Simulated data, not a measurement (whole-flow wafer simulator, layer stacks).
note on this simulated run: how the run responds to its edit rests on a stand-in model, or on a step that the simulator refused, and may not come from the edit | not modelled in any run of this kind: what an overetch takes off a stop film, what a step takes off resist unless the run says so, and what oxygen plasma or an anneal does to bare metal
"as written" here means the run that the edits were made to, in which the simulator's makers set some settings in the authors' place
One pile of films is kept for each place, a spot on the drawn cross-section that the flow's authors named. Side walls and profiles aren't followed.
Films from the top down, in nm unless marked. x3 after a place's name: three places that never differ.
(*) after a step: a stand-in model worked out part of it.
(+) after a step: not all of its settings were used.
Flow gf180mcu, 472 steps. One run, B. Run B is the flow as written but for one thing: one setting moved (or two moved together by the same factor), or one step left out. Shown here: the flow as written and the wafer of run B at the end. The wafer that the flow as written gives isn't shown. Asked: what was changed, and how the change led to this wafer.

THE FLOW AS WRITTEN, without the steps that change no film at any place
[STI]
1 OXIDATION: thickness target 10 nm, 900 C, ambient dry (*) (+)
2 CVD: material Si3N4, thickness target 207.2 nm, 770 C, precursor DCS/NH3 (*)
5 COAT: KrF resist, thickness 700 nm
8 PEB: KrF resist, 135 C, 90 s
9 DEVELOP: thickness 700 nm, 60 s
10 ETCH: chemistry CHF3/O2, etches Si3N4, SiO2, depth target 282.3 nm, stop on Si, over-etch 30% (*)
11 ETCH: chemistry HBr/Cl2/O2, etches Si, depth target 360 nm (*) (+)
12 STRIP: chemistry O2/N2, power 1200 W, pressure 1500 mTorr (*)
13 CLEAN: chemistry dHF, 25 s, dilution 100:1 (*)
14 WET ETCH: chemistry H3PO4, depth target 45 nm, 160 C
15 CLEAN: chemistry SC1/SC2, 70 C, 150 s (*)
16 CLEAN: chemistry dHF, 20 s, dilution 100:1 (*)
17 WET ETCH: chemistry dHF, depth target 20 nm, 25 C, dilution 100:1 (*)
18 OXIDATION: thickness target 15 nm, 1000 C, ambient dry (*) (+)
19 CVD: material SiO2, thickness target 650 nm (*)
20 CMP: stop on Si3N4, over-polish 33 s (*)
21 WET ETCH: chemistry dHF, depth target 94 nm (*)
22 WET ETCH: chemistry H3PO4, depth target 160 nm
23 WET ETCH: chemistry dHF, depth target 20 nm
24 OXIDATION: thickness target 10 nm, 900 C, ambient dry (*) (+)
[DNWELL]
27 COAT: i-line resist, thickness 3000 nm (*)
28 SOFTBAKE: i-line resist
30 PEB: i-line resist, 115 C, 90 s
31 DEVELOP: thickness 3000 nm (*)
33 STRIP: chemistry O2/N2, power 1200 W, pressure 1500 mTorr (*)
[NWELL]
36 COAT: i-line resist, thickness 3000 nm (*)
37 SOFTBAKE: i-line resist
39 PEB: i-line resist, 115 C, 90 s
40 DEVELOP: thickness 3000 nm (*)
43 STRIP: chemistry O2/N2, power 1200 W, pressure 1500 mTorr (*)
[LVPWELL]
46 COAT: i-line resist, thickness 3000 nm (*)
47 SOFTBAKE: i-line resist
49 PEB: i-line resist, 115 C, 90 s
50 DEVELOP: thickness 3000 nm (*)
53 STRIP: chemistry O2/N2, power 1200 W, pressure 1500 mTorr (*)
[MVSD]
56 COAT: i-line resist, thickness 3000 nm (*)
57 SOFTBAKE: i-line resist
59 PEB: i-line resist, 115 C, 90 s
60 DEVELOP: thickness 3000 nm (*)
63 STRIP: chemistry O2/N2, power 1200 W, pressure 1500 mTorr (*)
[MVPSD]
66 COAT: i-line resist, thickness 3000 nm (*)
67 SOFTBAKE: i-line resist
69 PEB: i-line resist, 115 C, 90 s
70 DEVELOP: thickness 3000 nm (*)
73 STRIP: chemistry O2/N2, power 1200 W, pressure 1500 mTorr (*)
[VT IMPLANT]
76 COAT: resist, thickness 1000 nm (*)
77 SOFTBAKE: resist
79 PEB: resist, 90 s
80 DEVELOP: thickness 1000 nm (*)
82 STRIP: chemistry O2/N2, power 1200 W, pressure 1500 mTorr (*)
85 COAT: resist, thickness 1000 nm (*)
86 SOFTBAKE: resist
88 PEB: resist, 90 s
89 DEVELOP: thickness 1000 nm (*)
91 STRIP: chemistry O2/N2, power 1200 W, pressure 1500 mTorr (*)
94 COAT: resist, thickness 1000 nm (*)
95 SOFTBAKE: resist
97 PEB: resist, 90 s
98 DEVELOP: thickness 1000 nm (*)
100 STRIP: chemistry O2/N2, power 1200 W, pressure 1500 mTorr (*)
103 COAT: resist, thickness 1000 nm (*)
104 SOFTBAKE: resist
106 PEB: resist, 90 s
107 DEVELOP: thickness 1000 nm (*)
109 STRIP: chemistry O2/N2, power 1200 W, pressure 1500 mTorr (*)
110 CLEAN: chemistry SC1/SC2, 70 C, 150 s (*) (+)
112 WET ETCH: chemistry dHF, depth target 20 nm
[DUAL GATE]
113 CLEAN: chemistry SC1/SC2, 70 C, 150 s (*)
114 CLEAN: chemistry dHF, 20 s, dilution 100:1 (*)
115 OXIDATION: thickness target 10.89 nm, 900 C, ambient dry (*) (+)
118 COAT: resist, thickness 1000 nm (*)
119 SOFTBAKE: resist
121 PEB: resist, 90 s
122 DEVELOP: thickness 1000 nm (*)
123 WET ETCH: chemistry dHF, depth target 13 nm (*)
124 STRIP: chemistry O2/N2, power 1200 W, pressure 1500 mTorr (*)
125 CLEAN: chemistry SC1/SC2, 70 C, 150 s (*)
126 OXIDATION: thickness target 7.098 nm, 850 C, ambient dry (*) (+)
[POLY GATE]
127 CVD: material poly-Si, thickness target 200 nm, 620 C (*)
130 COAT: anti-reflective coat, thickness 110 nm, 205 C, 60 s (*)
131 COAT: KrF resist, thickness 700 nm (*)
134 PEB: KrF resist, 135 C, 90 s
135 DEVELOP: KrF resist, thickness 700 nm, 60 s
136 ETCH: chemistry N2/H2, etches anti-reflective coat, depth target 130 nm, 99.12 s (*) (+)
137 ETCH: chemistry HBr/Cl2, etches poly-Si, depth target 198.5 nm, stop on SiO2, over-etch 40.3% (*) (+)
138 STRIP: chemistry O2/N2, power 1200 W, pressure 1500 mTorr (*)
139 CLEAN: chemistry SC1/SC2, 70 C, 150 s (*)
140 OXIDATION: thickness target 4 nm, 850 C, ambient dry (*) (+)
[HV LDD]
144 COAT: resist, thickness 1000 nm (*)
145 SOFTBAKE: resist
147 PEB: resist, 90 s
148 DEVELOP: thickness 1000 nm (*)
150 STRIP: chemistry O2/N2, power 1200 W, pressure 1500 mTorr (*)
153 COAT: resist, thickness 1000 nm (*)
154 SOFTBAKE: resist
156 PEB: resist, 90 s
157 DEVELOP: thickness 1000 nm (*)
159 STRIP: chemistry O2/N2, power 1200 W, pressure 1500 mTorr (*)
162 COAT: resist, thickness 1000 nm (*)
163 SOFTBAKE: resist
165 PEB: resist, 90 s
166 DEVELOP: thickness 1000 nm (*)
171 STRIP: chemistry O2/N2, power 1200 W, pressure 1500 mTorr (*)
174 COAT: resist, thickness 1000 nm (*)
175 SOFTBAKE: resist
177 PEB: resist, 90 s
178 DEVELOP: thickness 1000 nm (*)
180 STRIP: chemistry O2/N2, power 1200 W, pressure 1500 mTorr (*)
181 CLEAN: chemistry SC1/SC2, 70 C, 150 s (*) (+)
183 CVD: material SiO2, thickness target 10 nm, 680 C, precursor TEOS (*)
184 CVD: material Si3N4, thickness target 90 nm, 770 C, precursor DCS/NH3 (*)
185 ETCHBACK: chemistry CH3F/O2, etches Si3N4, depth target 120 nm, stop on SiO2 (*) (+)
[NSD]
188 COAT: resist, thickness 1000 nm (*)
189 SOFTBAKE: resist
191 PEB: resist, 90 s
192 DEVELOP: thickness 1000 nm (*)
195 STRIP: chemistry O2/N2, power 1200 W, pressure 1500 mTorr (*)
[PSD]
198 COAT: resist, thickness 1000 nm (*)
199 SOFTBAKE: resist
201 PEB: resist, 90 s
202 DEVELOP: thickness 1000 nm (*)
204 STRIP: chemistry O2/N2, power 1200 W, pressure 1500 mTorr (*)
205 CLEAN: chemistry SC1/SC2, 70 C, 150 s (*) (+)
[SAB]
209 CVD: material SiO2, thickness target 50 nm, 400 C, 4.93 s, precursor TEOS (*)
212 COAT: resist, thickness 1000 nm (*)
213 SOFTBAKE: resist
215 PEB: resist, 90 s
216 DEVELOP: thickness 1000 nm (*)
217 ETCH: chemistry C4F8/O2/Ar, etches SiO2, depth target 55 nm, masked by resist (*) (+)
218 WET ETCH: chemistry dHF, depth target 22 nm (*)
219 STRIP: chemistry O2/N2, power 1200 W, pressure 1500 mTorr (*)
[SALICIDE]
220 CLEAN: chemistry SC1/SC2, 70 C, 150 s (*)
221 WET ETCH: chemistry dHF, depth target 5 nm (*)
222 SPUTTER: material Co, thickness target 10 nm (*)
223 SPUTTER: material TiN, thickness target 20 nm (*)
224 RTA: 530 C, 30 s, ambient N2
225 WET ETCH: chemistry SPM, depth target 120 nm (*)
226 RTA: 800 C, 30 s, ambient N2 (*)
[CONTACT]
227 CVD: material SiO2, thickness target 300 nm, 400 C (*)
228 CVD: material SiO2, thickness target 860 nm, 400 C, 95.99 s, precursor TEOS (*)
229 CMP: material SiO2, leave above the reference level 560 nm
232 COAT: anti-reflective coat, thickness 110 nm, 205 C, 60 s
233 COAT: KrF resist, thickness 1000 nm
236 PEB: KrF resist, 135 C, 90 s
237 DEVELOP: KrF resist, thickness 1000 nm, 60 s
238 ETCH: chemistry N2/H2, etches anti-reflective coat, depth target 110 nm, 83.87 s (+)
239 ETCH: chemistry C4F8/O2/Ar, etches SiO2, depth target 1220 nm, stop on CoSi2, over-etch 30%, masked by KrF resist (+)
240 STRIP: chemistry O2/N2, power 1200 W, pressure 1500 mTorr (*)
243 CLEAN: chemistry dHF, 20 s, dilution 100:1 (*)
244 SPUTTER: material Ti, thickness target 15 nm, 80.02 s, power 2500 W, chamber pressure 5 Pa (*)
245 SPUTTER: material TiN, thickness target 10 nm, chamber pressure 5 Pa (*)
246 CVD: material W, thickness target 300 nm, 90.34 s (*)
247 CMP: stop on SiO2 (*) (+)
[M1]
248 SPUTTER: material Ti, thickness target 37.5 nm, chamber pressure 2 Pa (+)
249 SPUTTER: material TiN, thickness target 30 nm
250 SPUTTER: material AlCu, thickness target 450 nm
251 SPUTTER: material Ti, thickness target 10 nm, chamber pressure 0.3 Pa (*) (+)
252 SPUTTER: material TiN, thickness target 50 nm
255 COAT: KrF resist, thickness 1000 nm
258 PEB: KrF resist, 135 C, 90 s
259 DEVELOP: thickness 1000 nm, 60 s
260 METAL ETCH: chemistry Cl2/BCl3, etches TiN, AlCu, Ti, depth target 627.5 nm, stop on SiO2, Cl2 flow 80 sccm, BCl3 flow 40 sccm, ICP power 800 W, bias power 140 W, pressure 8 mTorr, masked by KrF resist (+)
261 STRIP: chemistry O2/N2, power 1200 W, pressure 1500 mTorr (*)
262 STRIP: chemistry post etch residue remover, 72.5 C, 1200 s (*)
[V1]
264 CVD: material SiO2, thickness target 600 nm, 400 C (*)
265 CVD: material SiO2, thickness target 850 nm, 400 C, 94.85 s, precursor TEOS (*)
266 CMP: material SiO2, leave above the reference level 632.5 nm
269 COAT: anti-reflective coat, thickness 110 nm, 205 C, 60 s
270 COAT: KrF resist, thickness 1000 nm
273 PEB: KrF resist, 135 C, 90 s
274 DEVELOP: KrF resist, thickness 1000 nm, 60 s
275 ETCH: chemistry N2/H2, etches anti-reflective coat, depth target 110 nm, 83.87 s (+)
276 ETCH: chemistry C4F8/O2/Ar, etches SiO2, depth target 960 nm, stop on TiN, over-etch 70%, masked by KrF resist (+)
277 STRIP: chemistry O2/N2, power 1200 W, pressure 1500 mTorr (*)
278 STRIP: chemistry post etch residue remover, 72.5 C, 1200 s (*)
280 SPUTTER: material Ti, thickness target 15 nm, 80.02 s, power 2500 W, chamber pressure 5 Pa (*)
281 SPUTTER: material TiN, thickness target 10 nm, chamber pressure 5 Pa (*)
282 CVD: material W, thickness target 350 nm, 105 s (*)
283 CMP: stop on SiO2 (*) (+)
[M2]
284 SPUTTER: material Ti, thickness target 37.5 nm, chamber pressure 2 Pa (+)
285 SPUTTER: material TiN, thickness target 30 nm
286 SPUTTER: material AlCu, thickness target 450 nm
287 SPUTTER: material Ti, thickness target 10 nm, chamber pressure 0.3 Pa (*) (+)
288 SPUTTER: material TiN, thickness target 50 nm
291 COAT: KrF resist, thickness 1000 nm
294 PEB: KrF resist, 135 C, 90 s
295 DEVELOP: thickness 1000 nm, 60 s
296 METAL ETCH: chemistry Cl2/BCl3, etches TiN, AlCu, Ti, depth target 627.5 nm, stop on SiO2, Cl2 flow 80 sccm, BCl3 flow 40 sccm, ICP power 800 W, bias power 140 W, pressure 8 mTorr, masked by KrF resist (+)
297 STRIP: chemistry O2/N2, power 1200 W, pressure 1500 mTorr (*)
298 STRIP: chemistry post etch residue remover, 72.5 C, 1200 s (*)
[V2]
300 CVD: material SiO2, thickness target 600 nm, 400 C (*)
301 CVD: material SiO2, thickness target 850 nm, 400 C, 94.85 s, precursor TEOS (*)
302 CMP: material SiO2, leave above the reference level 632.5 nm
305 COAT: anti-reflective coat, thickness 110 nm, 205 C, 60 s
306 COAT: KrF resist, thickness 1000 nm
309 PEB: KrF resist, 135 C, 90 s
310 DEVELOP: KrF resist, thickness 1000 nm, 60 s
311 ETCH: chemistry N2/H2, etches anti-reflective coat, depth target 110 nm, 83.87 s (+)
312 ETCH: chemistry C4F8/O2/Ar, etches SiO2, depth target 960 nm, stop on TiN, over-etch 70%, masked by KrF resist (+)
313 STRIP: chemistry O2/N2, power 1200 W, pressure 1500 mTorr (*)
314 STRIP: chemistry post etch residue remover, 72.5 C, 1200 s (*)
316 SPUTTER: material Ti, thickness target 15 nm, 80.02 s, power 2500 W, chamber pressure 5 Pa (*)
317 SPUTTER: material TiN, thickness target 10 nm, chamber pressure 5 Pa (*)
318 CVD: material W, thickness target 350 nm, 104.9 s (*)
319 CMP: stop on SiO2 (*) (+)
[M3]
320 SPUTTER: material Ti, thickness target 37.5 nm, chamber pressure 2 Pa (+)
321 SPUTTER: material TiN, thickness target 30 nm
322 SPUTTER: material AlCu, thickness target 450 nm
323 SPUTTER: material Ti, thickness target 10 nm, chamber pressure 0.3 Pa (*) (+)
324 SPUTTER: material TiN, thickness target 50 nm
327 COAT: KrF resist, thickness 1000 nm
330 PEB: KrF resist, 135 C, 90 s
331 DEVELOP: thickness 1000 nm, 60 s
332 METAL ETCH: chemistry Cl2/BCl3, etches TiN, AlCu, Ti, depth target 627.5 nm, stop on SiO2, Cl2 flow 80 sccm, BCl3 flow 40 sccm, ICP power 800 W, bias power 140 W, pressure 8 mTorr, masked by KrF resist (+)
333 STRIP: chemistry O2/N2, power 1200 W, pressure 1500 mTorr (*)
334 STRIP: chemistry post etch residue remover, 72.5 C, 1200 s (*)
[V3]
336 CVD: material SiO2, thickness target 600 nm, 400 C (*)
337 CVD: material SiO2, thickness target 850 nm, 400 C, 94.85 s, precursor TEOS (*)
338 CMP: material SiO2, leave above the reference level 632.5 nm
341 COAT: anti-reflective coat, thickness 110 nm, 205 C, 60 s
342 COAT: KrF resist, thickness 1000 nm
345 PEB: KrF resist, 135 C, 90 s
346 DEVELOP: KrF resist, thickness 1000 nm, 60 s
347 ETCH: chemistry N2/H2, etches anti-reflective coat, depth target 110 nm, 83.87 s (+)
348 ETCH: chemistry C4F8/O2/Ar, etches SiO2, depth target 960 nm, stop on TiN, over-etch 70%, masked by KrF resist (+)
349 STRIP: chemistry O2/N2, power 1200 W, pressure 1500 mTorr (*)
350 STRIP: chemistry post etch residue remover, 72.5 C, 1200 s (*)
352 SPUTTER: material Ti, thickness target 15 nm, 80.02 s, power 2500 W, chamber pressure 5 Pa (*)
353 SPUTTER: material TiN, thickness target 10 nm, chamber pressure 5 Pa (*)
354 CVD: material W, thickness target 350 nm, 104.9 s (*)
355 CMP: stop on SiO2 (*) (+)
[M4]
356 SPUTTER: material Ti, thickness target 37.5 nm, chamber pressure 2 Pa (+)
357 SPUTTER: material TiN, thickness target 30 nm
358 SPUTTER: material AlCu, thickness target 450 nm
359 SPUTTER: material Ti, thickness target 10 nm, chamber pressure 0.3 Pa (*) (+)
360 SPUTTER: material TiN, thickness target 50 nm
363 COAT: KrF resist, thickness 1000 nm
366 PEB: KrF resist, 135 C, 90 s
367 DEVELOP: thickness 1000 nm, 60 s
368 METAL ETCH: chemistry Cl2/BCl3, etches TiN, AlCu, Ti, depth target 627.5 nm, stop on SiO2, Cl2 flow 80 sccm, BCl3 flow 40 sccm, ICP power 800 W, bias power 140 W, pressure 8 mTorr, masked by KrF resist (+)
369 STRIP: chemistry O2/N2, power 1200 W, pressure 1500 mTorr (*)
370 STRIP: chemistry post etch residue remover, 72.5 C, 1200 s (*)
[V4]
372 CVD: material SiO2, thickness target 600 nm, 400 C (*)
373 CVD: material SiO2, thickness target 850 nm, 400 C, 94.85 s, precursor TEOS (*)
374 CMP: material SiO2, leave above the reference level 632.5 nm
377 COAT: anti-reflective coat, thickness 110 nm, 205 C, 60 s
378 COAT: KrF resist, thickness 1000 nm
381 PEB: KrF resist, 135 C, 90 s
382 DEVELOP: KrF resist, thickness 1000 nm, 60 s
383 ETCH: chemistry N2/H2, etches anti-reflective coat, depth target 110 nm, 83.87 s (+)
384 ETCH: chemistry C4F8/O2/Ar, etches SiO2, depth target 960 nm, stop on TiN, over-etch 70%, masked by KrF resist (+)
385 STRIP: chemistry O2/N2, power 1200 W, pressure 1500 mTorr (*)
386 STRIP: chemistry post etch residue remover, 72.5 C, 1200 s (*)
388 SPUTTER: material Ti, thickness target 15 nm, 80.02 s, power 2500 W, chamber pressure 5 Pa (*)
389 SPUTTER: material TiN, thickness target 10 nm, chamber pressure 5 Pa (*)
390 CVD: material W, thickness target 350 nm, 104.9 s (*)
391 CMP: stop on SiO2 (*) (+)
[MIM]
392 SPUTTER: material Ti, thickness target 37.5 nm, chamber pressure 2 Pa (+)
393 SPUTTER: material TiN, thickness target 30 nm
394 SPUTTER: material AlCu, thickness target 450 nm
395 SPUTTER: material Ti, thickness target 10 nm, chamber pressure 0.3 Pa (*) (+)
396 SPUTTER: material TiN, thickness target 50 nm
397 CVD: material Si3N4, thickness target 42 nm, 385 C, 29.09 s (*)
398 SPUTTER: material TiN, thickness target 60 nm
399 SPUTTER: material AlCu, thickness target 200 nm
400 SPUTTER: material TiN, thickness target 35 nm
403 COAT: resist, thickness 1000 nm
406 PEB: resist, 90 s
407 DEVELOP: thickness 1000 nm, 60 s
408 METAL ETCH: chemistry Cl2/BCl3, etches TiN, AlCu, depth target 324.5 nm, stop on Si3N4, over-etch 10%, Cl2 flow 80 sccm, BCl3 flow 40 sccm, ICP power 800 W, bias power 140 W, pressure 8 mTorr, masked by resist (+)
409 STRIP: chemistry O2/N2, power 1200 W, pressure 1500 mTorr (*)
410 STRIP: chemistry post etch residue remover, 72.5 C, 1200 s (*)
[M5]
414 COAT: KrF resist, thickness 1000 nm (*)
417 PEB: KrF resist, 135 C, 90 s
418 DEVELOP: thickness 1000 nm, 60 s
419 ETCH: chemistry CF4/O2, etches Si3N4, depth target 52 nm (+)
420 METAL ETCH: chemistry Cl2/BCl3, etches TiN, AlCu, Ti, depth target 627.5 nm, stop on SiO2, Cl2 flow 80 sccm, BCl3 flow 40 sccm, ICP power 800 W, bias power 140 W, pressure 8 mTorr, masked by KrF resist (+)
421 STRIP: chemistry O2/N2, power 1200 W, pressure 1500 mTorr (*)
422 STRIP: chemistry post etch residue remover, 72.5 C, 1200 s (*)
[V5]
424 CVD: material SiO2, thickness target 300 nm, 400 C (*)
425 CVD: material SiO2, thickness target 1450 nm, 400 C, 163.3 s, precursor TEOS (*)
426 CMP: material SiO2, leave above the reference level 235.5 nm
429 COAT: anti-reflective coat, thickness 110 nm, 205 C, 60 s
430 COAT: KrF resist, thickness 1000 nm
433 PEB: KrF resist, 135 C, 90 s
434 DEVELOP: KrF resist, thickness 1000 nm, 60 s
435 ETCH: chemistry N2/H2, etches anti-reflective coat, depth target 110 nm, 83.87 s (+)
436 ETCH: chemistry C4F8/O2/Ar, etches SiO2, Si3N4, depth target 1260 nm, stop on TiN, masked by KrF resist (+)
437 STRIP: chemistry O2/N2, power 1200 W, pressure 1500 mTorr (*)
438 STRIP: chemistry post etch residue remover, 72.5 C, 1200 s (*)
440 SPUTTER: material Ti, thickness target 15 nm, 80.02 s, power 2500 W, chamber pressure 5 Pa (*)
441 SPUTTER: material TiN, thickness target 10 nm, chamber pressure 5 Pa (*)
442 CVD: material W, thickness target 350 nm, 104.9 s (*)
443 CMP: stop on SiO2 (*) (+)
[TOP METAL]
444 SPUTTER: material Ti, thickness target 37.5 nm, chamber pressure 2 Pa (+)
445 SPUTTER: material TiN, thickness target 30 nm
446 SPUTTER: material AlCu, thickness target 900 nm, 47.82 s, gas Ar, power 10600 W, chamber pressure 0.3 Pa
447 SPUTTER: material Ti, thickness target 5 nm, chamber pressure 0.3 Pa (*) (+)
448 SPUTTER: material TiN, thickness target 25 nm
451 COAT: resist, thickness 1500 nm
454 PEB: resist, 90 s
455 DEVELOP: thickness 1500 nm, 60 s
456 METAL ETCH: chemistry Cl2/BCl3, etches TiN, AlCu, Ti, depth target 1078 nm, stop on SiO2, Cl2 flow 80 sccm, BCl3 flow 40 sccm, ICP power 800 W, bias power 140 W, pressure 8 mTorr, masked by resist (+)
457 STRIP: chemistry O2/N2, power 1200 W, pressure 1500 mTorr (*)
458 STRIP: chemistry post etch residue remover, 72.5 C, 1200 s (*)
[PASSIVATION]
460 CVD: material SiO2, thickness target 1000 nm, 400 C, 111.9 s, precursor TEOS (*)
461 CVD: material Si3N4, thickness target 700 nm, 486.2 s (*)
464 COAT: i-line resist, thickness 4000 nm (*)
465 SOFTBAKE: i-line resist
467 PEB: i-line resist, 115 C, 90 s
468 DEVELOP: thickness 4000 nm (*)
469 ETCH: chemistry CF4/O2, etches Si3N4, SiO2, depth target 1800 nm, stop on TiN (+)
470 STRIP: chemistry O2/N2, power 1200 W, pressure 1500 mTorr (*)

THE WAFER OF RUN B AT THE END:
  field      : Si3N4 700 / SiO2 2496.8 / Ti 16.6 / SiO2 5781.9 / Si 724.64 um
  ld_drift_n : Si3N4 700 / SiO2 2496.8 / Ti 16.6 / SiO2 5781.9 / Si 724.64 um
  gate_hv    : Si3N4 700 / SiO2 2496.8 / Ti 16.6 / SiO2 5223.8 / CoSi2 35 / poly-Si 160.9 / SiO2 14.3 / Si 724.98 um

The cause: step 394, SPUTTER: thickness target 518 nm was run, where the flow has thickness target 450 nm.

How the change led to this, step by step:
  394 SPUTTER: material AlCu, thickness target 450 nm
      field, field__w1, field__w2 and 108 more: AlCu +518 (new film) (as written it would be: AlCu +450 (new film))
  420 METAL ETCH: chemistry Cl2/BCl3, etches TiN, AlCu, Ti, depth target 627.5 nm, stop on SiO2, Cl2 flow 80 sccm, BCl3 flow 40 sccm, ICP power 800 W, bias power 140 W, pressure 8 mTorr, masked by KrF resist (+)
      field, field__w1, field__w2 and 101 more: TiN -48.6 (all of it), Ti -10 (all of it), AlCu -518 (all of it), TiN -30 (all of it), Ti -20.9 (as written it would be: TiN -48.6 (all of it), Ti -10 (all of it), AlCu -450 (all of it), TiN -30 (all of it), Ti -37.5 (all of it))
  424 CVD: material SiO2, thickness target 300 nm, 400 C (*)
      field, field__w1, field__w2 and 101 more: SiO2 +300 (new film) (as written it would be: SiO2 +300)
  426 CMP: material SiO2, leave above the reference level 235.5 nm
      field, field__w1, field__w5 and 92 more: SiO2 -249.4 (as written it would be: SiO2 -300.8)
      field__w2, field__w3, field__w12 and 6 more: SiO2 -218.9 (as written it would be: SiO2 -272.7)
Counting metal films that touch as one body, field has 1 body; the flow as written gives 0 bodies.
Counting metal films that touch as one body, ld_drift_n has 1 body; the flow as written gives 0 bodies.
Counting metal films that touch as one body, gate_hv has 2 bodies (between them, from the top down: SiO2 5223.8); the flow as written gives 1 body.
